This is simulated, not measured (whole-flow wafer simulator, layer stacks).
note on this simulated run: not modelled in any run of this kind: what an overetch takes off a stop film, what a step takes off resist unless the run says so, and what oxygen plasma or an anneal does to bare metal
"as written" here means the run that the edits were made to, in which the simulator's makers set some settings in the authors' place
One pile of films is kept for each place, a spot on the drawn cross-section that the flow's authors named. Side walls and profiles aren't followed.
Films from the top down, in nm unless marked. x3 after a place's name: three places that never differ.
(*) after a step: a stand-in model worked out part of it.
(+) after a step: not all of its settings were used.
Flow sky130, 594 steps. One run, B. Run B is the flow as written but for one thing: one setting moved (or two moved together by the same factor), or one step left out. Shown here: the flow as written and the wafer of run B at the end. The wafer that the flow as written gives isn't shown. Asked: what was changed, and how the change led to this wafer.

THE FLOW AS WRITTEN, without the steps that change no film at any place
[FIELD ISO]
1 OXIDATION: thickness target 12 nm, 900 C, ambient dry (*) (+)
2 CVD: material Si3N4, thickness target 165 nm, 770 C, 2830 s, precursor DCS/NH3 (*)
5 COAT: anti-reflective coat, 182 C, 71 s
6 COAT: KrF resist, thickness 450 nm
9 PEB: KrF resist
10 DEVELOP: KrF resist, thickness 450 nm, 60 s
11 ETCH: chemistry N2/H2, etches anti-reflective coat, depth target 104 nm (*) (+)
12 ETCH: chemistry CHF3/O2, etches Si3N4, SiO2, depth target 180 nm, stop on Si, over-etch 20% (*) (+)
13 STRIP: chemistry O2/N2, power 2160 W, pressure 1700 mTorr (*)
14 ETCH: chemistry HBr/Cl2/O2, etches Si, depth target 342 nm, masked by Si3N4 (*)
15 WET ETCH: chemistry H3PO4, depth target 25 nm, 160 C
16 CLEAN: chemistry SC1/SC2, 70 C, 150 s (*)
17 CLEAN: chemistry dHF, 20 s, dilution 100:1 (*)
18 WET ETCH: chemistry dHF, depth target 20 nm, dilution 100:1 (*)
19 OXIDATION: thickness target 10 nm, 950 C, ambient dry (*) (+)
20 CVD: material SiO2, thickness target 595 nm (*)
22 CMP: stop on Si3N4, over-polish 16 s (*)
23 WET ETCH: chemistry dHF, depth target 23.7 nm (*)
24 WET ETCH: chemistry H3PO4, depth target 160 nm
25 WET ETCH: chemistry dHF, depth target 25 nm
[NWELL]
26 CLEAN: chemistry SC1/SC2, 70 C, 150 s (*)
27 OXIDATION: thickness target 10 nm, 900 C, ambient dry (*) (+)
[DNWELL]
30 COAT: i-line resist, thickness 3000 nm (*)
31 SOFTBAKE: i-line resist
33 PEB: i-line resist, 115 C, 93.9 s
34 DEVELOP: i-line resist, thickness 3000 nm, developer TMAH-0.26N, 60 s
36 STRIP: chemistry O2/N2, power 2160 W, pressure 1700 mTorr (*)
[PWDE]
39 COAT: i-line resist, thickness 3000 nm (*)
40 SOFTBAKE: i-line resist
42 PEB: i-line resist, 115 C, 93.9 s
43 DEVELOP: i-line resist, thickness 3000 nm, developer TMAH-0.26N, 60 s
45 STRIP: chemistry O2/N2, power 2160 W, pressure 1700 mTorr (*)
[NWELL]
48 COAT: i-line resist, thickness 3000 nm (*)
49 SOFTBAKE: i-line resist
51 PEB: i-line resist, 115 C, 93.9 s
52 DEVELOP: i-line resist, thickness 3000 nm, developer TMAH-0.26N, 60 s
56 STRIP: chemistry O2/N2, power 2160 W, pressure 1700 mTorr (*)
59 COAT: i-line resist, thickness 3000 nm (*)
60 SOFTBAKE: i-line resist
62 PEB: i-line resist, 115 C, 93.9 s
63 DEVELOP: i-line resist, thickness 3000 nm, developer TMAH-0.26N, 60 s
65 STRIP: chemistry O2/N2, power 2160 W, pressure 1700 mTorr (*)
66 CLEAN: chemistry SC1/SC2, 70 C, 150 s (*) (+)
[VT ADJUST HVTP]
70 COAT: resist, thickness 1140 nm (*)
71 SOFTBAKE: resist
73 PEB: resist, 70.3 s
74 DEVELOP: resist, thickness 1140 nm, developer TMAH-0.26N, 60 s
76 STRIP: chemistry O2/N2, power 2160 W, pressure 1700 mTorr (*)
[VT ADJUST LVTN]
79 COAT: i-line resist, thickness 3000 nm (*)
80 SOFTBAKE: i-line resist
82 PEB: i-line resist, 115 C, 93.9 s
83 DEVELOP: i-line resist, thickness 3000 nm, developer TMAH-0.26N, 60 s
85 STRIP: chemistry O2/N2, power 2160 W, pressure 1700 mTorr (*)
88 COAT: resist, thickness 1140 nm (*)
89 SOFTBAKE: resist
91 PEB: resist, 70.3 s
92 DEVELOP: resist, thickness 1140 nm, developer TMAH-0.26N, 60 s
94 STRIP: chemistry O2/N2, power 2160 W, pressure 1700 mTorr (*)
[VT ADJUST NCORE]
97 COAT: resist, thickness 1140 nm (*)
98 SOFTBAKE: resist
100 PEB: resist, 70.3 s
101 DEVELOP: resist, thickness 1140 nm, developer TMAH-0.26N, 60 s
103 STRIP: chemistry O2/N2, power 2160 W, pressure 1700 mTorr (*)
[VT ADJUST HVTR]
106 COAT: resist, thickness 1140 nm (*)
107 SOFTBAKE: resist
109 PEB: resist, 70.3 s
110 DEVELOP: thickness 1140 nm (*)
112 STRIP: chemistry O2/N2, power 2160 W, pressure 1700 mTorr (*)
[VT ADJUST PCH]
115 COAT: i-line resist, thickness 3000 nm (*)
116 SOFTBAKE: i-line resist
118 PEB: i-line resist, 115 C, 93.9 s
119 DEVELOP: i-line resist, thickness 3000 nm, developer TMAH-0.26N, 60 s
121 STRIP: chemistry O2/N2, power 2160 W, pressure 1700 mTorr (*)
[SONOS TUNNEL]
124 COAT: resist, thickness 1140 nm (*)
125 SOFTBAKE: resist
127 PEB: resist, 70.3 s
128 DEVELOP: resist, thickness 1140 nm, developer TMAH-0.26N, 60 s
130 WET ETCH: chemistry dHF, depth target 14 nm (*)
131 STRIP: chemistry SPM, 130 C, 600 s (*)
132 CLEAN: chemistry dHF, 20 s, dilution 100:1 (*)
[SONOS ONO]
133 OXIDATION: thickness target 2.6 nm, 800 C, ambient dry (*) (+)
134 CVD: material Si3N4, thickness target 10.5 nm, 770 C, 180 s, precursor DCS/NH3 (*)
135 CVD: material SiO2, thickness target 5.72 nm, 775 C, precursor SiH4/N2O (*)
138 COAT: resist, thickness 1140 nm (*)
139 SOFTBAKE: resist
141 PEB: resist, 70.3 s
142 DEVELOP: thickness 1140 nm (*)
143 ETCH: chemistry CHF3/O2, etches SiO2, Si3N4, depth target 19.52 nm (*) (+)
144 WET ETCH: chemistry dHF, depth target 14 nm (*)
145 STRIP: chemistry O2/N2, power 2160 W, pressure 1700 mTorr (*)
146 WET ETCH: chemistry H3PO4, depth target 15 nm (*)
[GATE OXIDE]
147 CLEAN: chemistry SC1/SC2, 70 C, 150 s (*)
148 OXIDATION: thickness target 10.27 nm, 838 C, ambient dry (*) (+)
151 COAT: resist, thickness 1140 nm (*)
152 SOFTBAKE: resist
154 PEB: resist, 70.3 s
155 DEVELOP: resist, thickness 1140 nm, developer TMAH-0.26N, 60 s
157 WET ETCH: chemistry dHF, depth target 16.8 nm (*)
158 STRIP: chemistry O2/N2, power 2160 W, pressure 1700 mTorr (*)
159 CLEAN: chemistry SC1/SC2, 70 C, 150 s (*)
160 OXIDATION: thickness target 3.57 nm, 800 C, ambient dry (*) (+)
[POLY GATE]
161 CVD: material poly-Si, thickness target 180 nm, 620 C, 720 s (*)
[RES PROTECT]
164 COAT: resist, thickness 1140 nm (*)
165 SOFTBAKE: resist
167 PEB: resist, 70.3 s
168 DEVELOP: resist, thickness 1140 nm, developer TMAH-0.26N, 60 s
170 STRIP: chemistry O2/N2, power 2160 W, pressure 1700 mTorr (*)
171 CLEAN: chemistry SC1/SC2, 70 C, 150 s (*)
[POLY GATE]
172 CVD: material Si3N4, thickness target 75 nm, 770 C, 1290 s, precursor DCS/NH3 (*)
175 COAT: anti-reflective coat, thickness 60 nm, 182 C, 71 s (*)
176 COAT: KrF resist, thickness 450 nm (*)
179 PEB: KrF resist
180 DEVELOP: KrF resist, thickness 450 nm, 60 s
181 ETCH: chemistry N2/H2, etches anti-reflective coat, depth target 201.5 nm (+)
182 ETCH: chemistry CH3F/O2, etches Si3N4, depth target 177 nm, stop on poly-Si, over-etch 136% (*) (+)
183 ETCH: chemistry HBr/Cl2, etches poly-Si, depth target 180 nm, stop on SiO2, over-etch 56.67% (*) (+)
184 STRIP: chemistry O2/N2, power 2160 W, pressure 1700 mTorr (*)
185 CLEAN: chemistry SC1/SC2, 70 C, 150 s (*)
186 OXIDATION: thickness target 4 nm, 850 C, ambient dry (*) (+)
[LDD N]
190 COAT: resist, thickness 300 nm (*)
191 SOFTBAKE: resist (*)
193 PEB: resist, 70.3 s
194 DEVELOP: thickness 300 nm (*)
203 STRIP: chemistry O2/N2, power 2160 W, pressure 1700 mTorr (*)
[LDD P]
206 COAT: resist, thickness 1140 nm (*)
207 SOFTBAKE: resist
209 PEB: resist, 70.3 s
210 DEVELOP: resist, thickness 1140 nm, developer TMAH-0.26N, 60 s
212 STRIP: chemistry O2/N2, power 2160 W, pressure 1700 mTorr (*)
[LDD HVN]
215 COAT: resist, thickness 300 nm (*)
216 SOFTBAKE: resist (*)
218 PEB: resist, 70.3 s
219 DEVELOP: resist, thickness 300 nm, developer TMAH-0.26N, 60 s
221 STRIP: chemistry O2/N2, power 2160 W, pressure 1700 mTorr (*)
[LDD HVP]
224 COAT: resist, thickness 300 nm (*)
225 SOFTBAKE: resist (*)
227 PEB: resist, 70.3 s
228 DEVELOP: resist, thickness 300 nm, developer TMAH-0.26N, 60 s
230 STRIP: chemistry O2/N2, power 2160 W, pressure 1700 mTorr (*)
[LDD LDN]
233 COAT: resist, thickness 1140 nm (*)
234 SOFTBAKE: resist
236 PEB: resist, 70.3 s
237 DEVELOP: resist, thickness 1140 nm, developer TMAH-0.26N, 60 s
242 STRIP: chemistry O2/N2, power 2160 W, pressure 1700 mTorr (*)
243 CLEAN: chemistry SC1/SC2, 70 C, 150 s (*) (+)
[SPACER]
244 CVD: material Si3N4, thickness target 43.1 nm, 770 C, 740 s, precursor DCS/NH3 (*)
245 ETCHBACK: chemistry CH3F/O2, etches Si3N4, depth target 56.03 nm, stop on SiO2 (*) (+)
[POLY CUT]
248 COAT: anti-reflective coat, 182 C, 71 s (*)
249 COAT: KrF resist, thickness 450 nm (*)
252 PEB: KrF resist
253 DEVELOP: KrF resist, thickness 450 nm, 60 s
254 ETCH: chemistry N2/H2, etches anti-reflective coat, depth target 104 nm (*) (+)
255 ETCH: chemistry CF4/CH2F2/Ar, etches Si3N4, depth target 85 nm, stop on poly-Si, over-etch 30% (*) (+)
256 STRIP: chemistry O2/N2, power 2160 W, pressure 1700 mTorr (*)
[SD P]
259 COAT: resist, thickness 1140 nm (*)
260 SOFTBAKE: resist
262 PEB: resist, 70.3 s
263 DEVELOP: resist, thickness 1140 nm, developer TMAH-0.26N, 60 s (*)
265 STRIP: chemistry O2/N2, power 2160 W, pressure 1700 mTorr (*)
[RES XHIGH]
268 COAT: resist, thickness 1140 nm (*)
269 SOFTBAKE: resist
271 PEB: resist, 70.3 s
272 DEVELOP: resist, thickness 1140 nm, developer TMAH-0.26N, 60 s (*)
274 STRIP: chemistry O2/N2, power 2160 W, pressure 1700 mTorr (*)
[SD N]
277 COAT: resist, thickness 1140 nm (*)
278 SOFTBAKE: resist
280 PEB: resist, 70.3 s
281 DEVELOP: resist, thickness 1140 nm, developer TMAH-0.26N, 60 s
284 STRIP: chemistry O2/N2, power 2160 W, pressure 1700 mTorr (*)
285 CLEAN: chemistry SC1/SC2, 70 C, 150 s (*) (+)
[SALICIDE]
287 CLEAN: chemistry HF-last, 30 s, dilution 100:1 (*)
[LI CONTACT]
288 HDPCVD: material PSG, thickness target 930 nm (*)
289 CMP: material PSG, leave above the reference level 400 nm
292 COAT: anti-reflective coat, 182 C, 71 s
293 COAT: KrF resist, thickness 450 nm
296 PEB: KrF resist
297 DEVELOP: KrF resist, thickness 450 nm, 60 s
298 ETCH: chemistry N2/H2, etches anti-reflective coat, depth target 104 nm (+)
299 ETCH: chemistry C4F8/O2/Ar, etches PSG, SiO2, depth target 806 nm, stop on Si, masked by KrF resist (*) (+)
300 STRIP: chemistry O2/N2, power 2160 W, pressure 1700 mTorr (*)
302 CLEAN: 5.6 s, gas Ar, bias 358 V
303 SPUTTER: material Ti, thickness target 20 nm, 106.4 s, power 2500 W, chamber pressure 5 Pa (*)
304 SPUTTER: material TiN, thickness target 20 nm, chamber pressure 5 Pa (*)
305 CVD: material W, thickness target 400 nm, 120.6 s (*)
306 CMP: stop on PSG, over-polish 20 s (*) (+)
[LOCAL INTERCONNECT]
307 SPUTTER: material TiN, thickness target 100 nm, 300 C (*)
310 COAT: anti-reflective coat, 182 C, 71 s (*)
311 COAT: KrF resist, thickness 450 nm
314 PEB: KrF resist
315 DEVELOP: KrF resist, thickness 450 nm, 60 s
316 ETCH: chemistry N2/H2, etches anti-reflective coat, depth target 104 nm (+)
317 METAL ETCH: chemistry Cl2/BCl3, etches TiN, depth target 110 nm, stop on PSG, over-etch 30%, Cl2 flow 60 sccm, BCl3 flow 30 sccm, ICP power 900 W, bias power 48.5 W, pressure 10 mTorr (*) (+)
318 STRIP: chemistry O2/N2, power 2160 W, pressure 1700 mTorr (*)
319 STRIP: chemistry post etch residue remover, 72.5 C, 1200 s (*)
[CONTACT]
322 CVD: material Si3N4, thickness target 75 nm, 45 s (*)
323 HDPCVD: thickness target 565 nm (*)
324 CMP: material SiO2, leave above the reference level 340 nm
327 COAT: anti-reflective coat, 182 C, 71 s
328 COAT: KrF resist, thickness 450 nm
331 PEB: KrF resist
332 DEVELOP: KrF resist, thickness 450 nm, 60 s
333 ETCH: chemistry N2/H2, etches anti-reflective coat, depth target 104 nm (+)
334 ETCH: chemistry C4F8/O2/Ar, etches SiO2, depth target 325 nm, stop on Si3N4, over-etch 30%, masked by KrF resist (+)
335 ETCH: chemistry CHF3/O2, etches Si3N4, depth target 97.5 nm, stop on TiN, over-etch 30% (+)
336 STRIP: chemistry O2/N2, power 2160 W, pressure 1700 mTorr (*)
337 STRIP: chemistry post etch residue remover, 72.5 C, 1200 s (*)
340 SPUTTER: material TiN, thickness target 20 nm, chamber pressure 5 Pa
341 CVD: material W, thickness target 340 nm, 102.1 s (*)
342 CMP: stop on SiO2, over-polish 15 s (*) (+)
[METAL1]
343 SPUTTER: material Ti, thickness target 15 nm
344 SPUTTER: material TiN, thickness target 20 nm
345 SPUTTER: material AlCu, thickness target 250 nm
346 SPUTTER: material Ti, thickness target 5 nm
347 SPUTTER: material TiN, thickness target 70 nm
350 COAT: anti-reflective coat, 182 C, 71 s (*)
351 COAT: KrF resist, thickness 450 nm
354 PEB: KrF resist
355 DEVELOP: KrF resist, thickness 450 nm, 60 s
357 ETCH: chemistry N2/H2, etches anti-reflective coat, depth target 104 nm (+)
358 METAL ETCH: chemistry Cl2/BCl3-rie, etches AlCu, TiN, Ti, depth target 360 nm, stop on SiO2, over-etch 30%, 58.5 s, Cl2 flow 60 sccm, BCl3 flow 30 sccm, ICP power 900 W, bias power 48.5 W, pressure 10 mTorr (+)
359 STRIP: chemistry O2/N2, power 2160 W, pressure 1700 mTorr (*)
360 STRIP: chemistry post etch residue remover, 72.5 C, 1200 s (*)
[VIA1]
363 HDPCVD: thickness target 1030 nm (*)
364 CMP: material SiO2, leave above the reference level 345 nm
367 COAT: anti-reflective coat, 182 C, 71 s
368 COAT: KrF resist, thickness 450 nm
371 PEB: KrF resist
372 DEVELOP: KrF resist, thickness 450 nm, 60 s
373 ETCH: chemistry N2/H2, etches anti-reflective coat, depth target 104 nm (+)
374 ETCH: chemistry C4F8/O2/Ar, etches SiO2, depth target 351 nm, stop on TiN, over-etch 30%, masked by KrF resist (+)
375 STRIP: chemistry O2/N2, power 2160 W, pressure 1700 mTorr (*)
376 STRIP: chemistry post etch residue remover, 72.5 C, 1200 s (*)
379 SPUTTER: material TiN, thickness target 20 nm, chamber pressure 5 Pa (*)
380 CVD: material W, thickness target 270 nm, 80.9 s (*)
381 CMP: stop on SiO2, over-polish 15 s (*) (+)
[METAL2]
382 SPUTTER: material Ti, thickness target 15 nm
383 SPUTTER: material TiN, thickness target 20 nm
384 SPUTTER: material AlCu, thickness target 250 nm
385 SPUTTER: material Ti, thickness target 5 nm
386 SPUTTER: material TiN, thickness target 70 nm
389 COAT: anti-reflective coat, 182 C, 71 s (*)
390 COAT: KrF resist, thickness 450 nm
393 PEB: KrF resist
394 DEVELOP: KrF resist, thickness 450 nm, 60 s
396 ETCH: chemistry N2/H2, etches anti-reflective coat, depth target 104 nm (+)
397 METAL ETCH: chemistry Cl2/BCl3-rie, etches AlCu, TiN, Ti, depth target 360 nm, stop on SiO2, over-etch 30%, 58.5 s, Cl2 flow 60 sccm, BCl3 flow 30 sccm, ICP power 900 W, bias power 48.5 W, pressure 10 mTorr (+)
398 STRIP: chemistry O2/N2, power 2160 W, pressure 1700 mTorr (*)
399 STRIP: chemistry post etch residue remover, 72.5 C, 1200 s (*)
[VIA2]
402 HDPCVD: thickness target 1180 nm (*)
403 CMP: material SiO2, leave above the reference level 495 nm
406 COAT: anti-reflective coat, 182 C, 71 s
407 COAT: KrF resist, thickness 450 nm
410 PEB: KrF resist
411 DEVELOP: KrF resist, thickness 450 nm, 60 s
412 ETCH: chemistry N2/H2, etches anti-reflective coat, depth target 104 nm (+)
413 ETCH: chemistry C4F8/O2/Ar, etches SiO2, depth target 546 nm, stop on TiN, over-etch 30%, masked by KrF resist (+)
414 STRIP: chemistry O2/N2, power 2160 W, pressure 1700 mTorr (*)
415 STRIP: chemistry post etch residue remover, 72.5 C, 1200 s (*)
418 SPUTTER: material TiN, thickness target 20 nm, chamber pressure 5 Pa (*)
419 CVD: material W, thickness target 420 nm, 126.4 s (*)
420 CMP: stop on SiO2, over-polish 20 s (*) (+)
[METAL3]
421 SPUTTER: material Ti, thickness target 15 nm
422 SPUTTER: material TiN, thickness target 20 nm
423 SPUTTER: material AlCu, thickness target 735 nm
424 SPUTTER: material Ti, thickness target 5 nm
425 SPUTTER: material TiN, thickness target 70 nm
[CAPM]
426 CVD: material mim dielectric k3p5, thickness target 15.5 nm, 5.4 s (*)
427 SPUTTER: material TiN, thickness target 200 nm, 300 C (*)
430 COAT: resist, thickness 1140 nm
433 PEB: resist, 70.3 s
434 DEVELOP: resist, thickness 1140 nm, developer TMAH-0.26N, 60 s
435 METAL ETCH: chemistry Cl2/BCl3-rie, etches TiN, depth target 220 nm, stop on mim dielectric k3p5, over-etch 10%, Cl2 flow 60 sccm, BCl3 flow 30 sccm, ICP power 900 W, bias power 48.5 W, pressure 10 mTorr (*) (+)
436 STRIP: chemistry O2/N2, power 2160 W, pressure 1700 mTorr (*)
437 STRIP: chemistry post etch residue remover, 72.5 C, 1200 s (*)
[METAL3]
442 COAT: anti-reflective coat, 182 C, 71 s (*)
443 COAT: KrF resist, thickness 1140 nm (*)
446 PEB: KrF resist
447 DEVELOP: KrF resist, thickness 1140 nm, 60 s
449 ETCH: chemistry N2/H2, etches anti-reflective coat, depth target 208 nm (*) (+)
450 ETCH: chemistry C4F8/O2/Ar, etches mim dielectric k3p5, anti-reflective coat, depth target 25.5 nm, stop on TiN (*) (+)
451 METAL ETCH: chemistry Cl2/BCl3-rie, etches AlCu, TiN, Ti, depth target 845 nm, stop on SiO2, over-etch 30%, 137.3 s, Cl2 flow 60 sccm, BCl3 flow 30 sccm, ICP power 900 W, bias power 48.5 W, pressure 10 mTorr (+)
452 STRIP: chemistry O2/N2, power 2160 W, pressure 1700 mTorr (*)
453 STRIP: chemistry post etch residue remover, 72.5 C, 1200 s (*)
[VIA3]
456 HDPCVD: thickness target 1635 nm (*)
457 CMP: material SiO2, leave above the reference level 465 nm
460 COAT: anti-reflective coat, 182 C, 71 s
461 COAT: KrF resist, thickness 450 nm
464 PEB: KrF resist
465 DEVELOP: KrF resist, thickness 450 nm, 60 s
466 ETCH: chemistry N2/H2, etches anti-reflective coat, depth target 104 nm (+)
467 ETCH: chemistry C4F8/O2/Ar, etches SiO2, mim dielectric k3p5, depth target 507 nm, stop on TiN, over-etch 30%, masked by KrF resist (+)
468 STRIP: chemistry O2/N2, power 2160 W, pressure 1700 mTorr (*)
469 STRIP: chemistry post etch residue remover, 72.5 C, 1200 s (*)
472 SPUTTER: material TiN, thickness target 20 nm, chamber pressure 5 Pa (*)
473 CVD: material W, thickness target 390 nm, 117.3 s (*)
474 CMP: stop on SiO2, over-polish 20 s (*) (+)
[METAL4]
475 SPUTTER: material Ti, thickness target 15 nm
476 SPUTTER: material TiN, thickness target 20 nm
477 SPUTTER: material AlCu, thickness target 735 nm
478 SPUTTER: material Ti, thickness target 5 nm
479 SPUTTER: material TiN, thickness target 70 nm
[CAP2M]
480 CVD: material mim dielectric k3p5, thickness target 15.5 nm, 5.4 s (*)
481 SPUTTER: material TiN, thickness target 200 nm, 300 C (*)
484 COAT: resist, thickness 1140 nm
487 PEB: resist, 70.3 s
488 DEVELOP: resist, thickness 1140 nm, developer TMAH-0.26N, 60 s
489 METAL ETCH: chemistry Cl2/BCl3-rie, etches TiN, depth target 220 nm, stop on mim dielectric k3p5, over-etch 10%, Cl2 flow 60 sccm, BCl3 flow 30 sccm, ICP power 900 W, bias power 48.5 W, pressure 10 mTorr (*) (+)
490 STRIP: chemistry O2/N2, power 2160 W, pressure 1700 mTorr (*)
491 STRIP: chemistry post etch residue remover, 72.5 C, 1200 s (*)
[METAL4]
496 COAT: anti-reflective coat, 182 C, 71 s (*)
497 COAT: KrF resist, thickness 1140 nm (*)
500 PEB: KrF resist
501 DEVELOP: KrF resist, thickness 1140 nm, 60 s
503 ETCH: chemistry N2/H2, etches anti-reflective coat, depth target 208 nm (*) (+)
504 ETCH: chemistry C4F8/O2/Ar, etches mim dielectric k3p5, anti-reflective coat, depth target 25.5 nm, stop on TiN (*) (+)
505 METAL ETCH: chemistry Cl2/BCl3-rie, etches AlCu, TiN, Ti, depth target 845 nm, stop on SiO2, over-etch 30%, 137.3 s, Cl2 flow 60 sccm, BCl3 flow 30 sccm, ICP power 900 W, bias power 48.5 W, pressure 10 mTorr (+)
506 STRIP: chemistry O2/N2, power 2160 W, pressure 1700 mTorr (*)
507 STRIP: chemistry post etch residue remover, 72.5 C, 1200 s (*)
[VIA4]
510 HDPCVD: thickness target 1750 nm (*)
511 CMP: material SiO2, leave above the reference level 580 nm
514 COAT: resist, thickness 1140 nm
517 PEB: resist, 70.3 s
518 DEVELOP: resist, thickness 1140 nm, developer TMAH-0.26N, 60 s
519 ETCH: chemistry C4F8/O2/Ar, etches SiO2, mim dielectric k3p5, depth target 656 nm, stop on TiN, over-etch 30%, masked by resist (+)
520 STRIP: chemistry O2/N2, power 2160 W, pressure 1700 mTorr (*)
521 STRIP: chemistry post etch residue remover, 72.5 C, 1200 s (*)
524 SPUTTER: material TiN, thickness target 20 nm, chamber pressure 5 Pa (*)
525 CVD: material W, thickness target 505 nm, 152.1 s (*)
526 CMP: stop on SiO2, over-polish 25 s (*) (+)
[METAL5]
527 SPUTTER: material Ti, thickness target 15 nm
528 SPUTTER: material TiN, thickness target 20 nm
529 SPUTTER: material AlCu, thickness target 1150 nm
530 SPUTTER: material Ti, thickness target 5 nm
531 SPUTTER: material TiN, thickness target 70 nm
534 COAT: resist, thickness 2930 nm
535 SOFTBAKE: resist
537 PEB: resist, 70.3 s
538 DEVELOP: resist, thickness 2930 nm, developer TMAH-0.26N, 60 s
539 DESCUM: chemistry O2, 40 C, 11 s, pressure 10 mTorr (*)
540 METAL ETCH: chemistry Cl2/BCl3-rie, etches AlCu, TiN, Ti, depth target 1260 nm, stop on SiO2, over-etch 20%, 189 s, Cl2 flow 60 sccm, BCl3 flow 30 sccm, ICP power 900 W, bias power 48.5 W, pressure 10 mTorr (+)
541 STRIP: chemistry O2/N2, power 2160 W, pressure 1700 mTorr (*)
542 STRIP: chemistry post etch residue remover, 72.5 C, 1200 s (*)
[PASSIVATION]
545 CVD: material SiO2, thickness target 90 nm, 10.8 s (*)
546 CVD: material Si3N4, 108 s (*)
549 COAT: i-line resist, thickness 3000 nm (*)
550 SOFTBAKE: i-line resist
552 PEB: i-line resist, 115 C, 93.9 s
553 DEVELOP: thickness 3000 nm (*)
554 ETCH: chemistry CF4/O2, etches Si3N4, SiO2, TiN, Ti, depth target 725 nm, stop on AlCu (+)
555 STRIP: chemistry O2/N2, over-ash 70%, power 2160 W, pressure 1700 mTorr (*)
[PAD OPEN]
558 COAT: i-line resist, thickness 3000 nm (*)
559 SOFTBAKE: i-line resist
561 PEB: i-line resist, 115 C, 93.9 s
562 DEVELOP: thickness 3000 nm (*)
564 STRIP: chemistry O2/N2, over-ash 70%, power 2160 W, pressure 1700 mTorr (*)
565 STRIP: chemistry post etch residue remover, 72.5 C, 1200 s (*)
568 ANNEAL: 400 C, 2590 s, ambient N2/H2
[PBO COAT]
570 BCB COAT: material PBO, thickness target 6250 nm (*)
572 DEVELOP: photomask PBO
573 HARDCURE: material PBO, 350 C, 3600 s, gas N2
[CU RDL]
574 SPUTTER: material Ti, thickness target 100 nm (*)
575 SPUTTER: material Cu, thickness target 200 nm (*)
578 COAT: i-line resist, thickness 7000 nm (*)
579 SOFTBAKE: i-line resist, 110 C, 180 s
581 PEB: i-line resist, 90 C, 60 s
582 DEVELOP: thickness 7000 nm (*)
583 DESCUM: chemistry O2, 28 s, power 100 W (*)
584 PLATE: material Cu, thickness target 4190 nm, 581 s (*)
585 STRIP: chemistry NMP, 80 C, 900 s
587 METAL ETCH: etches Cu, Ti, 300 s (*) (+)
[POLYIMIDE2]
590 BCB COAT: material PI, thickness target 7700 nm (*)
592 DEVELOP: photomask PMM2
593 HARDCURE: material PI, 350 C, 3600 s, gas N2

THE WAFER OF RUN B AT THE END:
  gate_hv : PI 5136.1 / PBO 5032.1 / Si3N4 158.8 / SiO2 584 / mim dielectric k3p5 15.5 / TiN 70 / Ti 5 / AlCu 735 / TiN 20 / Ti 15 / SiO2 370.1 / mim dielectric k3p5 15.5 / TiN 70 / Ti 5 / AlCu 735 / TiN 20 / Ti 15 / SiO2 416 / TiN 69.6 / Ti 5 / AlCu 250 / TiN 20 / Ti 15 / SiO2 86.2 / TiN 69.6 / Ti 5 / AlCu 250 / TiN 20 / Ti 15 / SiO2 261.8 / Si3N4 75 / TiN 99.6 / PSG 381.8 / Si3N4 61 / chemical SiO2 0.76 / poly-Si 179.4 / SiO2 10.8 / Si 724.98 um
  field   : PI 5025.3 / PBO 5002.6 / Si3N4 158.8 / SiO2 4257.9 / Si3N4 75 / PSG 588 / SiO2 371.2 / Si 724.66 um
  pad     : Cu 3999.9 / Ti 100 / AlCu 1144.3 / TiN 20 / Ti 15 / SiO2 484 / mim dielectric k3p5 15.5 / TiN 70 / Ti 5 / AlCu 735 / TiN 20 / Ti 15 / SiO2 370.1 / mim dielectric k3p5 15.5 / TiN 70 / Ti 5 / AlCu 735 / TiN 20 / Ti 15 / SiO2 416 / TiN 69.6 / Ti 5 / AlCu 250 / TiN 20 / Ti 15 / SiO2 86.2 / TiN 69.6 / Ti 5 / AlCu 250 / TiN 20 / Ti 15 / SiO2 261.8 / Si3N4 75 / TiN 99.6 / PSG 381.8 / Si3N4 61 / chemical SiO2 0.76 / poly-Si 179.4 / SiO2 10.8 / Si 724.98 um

The cause: step 364, CMP: leave above the reference level 164 nm was run, where the flow has leave above the reference level 345 nm.

How the change led to this, step by step:
  364 CMP: material SiO2, leave above the reference level 345 nm
      n_well, p_well, gate_hv and 100 more: SiO2 -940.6 (as written it would be: SiO2 -759.6)
      field, active, gate and 81 more: SiO2 -570.1 (as written it would be: SiO2 -389.1)
      (and at 4 more places)
  374 ETCH: chemistry C4F8/O2/Ar, etches SiO2, depth target 351 nm, stop on TiN, over-etch 30%, masked by KrF resist (+)
      field, active, n_well and 186 more: KrF resist -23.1 (as written it would be: KrF resist -70.1)
      m1, via1_hole: SiO2 -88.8 (all of it) (as written it would be: SiO2 -269.8 (all of it))
  375 STRIP: chemistry O2/N2, power 2160 W, pressure 1700 mTorr (*)
      field, active, n_well and 186 more: KrF resist -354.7 (all of it), anti-reflective coat -80 (all of it) (as written it would be: KrF resist -307.7 (all of it), anti-reflective coat -80 (all of it))
  379 SPUTTER: material TiN, thickness target 20 nm, chamber pressure 5 Pa (*)
      m1: TiN +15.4 (as written it would be: TiN +11)
      via1_hole: TiN +15.4 (as written it would be: TiN +10.9)
  380 CVD: material W, thickness target 270 nm, 80.9 s (*)
      m1: W +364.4 (new film) (as written it would be: W +549.9 (new film))
      via1_hole: W +364.5 (new film) (as written it would be: W +549.9 (new film))
